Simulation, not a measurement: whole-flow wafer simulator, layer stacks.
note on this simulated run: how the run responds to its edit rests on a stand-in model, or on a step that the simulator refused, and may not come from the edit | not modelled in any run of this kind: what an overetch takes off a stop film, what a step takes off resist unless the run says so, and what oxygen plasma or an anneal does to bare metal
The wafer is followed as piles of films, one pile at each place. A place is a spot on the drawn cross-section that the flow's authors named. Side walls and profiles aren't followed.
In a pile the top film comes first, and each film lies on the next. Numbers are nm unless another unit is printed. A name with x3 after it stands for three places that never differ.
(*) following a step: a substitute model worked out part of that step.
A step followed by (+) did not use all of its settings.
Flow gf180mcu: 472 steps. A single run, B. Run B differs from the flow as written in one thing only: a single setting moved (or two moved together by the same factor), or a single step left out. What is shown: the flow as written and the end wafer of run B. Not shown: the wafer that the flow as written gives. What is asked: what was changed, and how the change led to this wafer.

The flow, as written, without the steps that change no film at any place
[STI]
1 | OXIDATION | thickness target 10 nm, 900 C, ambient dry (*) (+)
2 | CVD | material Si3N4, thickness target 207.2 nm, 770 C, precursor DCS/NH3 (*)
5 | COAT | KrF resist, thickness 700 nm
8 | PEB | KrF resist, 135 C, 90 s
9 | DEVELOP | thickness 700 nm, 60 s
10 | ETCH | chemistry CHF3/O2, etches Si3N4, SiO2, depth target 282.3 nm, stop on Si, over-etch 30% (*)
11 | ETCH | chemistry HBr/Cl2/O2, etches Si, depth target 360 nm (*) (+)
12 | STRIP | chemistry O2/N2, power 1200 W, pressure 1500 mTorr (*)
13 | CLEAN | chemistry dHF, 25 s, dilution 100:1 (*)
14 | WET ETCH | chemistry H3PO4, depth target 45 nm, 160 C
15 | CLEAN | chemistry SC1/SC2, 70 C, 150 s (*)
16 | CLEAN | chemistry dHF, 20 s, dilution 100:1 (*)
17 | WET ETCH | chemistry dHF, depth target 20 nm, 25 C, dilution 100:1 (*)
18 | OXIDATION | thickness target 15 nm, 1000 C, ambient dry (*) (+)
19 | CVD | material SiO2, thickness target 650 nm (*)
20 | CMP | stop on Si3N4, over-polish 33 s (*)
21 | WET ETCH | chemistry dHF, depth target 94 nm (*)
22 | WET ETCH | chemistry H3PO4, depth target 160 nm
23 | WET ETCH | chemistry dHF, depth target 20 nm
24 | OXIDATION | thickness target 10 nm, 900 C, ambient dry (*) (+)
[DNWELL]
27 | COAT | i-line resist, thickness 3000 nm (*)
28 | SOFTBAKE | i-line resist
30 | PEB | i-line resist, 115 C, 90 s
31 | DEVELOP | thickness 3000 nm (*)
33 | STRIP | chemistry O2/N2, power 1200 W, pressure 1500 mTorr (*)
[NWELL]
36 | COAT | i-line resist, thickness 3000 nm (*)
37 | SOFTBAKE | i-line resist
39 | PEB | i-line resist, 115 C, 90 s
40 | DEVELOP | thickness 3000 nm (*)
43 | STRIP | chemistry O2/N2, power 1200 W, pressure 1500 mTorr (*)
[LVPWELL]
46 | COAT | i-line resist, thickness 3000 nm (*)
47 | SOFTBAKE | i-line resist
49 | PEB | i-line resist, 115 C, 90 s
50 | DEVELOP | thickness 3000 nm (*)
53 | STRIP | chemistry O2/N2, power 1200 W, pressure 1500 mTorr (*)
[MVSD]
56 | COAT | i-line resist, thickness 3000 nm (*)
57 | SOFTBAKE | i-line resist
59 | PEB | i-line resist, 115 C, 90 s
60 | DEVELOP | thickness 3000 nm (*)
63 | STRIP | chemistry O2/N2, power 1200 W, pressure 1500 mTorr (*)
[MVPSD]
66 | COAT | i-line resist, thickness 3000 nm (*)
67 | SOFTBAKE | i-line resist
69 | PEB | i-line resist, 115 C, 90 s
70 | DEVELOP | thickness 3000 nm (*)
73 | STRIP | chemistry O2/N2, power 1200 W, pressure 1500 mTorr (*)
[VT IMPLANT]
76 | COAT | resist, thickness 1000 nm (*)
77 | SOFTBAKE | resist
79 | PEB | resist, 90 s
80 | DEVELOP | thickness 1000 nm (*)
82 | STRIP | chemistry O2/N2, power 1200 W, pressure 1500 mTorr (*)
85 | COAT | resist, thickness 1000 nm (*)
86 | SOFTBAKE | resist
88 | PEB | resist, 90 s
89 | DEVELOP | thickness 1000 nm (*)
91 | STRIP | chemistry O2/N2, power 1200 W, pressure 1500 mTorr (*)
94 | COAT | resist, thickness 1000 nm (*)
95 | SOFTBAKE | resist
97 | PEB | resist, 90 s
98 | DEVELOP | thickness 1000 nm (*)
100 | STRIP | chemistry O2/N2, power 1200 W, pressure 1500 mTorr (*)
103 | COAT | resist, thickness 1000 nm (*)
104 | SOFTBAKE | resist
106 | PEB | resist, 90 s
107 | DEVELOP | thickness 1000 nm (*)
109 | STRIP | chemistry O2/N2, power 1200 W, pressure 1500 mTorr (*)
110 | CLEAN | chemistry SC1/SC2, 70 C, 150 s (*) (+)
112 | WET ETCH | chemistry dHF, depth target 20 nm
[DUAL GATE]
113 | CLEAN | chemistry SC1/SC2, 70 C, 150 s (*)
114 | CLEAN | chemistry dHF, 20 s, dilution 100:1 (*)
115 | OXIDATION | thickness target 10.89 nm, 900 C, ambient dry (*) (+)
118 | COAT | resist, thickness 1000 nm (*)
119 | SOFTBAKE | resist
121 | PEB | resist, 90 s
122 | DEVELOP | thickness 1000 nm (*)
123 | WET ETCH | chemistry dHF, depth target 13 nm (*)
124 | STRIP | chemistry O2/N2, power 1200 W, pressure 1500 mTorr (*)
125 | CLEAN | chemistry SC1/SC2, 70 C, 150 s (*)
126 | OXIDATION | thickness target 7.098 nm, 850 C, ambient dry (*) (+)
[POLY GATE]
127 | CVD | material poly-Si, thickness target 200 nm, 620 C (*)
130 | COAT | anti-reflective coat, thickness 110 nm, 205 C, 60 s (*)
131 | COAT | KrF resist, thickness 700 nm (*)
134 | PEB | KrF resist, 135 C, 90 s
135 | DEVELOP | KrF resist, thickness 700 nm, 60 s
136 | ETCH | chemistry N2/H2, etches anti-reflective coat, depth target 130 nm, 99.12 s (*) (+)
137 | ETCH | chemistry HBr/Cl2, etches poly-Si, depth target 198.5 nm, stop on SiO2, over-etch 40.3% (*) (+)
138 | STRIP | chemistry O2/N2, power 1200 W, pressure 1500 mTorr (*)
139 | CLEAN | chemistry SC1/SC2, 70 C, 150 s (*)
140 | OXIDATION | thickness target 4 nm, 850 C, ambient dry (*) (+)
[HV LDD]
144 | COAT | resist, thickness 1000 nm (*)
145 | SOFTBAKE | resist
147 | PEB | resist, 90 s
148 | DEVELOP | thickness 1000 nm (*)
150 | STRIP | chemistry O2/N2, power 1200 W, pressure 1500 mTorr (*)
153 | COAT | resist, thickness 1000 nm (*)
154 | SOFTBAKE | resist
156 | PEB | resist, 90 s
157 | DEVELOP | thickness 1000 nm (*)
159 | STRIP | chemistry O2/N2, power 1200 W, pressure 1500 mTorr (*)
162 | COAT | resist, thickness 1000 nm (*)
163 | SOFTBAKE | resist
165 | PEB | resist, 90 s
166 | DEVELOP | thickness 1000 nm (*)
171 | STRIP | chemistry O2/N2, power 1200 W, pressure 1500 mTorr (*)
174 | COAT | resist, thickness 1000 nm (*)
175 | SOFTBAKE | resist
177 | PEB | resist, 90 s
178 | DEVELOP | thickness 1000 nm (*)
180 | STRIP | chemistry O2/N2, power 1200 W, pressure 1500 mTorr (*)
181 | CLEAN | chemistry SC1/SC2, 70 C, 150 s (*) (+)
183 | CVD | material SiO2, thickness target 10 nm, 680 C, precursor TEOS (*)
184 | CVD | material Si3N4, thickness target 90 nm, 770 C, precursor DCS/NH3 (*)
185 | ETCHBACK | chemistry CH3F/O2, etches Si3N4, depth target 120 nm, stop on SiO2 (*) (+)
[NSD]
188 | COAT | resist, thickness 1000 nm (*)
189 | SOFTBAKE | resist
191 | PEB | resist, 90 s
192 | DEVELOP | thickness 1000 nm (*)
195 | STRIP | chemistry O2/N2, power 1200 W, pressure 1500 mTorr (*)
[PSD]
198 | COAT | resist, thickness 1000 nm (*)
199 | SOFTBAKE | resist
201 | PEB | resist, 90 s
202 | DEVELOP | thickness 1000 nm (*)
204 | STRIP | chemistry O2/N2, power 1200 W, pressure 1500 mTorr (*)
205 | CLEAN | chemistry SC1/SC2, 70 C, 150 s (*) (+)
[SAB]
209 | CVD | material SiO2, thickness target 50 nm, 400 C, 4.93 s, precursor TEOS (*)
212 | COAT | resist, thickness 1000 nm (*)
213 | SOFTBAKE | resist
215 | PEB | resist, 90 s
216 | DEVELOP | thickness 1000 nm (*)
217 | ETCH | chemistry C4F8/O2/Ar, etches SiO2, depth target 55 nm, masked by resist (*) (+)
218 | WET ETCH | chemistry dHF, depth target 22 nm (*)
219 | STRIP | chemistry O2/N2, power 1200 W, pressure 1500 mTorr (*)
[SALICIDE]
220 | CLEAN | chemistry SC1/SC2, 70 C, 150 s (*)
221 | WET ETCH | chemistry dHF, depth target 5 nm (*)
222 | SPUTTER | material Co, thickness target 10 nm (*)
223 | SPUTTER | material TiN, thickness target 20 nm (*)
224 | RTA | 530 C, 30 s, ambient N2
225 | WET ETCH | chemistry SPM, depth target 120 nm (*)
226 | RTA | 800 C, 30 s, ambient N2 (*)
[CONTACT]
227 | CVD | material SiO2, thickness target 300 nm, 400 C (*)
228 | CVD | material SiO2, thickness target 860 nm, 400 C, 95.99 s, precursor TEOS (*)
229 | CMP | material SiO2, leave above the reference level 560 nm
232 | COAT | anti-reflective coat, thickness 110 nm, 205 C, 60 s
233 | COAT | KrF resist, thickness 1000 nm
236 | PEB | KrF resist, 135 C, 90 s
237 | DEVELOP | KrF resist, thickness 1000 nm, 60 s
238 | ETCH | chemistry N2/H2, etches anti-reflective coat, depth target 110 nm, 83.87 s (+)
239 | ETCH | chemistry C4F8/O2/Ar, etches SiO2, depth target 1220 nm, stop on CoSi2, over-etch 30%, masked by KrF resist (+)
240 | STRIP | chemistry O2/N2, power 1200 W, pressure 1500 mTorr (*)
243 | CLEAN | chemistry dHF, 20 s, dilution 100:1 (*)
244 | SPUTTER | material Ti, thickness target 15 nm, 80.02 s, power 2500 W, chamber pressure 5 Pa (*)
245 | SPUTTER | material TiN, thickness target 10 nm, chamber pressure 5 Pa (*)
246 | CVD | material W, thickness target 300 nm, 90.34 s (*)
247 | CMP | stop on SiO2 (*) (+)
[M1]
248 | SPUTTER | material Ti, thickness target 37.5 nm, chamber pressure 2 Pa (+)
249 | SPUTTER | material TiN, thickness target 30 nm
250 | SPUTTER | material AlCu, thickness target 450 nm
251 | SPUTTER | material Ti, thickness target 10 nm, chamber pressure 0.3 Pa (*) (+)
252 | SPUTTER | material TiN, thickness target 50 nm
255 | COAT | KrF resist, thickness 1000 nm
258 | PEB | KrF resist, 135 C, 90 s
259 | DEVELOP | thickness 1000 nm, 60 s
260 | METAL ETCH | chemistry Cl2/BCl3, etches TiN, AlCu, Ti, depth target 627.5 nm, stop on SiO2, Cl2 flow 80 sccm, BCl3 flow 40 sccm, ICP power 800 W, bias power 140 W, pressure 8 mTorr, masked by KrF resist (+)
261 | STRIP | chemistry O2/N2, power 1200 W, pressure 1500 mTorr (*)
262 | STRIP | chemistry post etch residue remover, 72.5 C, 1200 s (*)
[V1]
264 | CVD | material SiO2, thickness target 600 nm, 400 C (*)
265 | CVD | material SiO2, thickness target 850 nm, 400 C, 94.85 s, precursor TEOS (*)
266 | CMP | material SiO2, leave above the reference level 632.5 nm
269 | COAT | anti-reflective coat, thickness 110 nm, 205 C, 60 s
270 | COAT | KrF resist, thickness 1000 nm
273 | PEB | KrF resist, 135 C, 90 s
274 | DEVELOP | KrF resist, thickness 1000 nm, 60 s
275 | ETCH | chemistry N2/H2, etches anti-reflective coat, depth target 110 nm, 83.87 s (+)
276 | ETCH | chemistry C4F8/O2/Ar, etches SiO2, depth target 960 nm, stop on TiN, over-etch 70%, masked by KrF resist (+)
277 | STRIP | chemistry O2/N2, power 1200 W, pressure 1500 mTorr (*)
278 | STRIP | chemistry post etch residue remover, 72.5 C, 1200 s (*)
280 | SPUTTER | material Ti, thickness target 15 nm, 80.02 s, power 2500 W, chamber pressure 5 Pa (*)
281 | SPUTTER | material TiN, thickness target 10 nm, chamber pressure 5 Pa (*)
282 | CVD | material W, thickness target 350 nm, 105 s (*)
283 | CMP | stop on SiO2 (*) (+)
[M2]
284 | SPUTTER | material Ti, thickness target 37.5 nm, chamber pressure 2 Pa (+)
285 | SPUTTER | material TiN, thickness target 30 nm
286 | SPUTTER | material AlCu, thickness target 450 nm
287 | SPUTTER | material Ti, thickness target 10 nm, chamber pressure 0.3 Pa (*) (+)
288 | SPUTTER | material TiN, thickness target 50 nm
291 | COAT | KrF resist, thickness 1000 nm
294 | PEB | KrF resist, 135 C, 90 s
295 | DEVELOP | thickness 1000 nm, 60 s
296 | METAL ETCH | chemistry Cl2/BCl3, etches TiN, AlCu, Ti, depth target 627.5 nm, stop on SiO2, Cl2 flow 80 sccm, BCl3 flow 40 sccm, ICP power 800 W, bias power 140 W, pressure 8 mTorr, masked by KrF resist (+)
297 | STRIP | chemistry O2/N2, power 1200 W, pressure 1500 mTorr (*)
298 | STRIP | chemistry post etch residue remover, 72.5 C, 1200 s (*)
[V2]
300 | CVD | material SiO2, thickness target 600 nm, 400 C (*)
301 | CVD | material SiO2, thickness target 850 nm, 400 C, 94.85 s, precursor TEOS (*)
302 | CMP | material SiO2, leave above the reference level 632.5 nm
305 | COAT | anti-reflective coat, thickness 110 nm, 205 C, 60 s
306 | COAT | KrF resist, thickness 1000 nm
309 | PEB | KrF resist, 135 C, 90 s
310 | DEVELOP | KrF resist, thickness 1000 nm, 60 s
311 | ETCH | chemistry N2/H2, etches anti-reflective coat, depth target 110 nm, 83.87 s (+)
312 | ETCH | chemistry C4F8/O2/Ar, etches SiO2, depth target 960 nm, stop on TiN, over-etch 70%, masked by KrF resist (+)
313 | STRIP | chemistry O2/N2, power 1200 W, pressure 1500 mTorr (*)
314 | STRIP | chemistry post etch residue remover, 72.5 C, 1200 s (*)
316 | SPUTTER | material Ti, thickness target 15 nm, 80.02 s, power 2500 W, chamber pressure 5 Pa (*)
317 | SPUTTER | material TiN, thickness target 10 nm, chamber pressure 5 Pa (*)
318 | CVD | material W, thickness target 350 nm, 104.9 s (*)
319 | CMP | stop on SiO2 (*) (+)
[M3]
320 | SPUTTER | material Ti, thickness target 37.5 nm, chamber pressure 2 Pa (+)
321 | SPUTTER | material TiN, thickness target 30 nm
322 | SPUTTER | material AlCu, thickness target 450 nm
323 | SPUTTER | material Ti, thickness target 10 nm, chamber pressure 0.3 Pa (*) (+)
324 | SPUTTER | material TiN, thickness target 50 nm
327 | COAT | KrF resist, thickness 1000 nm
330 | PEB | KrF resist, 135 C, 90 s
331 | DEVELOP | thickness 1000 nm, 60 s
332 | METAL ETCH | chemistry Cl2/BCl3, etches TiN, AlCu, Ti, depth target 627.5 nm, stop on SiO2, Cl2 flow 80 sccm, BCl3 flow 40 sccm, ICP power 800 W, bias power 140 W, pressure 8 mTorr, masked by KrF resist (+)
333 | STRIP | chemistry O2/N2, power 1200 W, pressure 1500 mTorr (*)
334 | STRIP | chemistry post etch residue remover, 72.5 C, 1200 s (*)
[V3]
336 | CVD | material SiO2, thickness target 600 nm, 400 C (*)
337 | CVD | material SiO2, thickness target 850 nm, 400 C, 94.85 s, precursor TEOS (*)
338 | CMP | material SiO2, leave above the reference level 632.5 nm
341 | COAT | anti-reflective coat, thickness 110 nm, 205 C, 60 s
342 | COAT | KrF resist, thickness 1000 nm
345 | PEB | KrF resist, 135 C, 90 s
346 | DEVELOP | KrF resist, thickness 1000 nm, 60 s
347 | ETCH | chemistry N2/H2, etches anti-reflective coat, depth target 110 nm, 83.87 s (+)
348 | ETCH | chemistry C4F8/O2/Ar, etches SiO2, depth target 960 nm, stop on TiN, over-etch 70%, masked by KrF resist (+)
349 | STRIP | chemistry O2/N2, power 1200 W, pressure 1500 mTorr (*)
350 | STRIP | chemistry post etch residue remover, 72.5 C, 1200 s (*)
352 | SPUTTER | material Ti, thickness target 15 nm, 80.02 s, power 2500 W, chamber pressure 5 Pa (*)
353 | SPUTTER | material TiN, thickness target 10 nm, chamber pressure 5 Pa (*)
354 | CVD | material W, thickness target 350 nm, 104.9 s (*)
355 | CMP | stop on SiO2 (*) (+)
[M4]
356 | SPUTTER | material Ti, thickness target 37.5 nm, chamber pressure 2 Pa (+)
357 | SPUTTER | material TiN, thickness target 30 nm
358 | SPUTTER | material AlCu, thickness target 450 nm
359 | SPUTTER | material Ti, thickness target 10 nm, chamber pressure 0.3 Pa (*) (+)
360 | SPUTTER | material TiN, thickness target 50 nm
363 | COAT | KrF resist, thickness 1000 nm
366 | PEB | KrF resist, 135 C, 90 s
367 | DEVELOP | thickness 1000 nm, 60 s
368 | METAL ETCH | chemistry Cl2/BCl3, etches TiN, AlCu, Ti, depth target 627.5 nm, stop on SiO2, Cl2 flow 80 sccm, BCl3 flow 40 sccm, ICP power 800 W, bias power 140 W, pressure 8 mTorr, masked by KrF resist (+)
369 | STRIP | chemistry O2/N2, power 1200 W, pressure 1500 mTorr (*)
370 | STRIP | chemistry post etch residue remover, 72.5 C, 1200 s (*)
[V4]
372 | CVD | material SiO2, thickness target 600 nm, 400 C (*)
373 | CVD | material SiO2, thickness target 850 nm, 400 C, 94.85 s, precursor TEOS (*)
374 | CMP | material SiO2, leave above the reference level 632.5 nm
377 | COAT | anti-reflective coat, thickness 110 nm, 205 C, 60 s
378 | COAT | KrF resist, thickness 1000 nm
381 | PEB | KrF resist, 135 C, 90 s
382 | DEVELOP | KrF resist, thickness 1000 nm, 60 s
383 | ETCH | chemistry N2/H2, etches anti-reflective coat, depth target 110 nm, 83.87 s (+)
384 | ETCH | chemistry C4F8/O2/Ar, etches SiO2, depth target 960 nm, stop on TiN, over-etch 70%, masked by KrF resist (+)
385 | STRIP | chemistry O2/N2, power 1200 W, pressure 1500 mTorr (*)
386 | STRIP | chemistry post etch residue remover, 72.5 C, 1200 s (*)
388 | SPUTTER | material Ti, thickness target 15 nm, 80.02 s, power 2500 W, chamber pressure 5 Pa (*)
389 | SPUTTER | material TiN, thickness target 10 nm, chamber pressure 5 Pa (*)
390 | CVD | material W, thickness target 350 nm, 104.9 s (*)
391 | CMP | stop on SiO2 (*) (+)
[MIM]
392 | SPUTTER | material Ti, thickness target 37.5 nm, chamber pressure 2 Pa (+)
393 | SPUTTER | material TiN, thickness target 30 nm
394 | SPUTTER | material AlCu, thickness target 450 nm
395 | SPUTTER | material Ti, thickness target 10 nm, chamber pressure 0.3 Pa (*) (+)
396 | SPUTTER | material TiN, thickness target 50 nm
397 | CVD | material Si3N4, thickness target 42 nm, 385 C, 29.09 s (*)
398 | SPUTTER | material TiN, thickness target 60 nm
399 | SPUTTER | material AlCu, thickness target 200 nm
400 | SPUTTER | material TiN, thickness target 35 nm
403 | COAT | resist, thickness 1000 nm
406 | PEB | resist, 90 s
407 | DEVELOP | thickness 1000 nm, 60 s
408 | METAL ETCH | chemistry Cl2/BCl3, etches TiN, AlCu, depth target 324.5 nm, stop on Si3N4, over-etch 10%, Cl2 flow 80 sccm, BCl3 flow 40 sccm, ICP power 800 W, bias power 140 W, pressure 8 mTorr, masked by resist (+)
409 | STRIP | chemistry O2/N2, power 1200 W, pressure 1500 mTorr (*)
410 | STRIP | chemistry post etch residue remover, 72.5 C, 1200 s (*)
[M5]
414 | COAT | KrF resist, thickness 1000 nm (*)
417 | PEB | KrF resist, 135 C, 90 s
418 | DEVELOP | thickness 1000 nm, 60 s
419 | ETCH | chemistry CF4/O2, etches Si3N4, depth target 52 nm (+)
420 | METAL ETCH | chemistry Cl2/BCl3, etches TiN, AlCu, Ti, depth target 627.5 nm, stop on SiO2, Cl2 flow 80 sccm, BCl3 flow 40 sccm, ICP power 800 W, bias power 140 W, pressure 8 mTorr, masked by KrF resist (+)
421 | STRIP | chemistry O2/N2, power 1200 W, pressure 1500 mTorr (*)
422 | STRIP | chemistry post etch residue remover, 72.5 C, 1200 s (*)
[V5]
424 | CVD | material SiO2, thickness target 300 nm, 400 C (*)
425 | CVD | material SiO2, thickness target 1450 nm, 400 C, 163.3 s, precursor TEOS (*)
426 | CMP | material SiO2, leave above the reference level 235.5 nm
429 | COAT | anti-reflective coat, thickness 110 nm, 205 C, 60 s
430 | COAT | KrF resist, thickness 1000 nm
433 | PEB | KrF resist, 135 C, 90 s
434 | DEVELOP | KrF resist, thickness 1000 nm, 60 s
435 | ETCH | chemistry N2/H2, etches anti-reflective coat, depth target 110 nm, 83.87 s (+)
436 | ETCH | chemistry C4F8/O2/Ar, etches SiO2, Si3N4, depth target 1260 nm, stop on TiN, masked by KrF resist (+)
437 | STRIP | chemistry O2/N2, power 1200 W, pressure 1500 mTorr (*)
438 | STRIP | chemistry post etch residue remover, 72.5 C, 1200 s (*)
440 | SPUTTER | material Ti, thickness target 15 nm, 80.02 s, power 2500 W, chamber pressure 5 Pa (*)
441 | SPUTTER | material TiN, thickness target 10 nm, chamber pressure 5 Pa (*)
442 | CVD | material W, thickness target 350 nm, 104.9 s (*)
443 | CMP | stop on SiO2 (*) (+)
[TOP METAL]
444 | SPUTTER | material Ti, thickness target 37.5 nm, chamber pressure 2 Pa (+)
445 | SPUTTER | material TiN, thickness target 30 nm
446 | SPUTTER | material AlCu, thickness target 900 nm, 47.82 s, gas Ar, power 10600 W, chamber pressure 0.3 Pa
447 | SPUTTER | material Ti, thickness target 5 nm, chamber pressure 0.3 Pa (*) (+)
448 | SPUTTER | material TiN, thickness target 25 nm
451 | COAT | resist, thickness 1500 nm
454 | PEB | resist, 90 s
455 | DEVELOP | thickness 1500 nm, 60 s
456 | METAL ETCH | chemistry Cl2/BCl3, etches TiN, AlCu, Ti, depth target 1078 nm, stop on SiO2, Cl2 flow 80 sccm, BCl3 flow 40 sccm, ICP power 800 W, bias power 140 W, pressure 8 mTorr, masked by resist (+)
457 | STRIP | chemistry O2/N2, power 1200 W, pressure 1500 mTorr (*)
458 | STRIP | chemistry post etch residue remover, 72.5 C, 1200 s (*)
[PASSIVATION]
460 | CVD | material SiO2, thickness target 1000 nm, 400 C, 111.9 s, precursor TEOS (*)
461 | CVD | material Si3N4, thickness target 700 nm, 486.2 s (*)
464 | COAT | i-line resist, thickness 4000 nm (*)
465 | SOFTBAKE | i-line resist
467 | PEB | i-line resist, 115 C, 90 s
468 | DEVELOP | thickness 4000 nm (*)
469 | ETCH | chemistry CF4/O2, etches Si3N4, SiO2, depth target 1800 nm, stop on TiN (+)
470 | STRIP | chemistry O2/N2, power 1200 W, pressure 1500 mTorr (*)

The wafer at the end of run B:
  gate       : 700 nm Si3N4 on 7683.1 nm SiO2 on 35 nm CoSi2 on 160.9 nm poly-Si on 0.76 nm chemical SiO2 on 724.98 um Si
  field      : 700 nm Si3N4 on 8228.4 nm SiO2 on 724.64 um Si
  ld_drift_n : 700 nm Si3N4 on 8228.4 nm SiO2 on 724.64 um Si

The reason: step 126, OXIDATION: thickness target 7.098 nm, 850 C, ambient dry (*) (+), was skipped.

Step by step, how the change led to this:
  130 | COAT | anti-reflective coat, thickness 110 nm, 205 C, 60 s (*)
      p_well, spacer, sd_n: +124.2 anti-reflective coat (new film) (it would be, as written: +121 anti-reflective coat (new film))
      pplus_u: +119 anti-reflective coat (new film) (it would be, as written: +116.4 anti-reflective coat (new film))
  136 | ETCH | chemistry N2/H2, etches anti-reflective coat, depth target 130 nm, 99.12 s (*) (+)
      p_well, spacer, sd_n: -124.2 anti-reflective coat (all of it), -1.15 poly-Si (it would be, as written: -121 anti-reflective coat (all of it), -1.23 poly-Si)
      pplus_u: -119 anti-reflective coat (all of it), -1.28 poly-Si (it would be, as written: -116.4 anti-reflective coat (all of it), -1.35 poly-Si)
  140 | OXIDATION | thickness target 4 nm, 850 C, ambient dry (*) (+)
      active, n_well, p_well and 10 more: +4 SiO2 (new film), -0.76 chemical SiO2 (all of it), -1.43 Si (it would be, as written: +1.17 SiO2, -0.51 Si)
  145 | SOFTBAKE | resist
      active_nat: +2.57 resist (it would be, as written: +1.52 resist)
  154 | SOFTBAKE | resist
      active_nat: +2.57 resist (it would be, as written: +1.52 resist)
  163 | SOFTBAKE | resist
      active_nat: +2.57 resist (it would be, as written: +1.52 resist)
  175 | SOFTBAKE | resist
      active_nat: +2.57 resist (it would be, as written: +1.52 resist)
  189 | SOFTBAKE | resist
      field__w9: -1.05 resist (it would be, as written: +1.85 resist)
      active_hv: +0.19 resist (it would be, as written: +0.78 resist)
      (also at 1 further place)
  199 | SOFTBAKE | resist
      field__w9: -1.05 resist (it would be, as written: +1.85 resist)
      active_hv: +0.19 resist (it would be, as written: +0.78 resist)
      (also at 1 further place)
  218 | WET ETCH | chemistry dHF, depth target 22 nm (*)
      active, p_well, sd_n, iso_ptap_pw, iso_ntap_nw, iso_ptap_sub, vpnp_e: -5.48 SiO2 (all of it) (it would be, as written: -9.01 SiO2 (all of it))
      ldn_tap, ldn_src, ldn_drn, ldp_tap, ldp_src, ldp_drn, ldp_gr: -12.5 SiO2 (all of it) (it would be, as written: -16 SiO2 (all of it))
      (also at 9 further places)
  223 | SPUTTER | material TiN, thickness target 20 nm (*)
      field__w12: +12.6 TiN (new film) (it would be, as written: +12 TiN (new film))
  225 | WET ETCH | chemistry SPM, depth target 120 nm (*)
      field__w12: -12.6 TiN (all of it), -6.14 Co (all of it) (it would be, as written: -12 TiN (all of it), -6.15 Co (all of it))
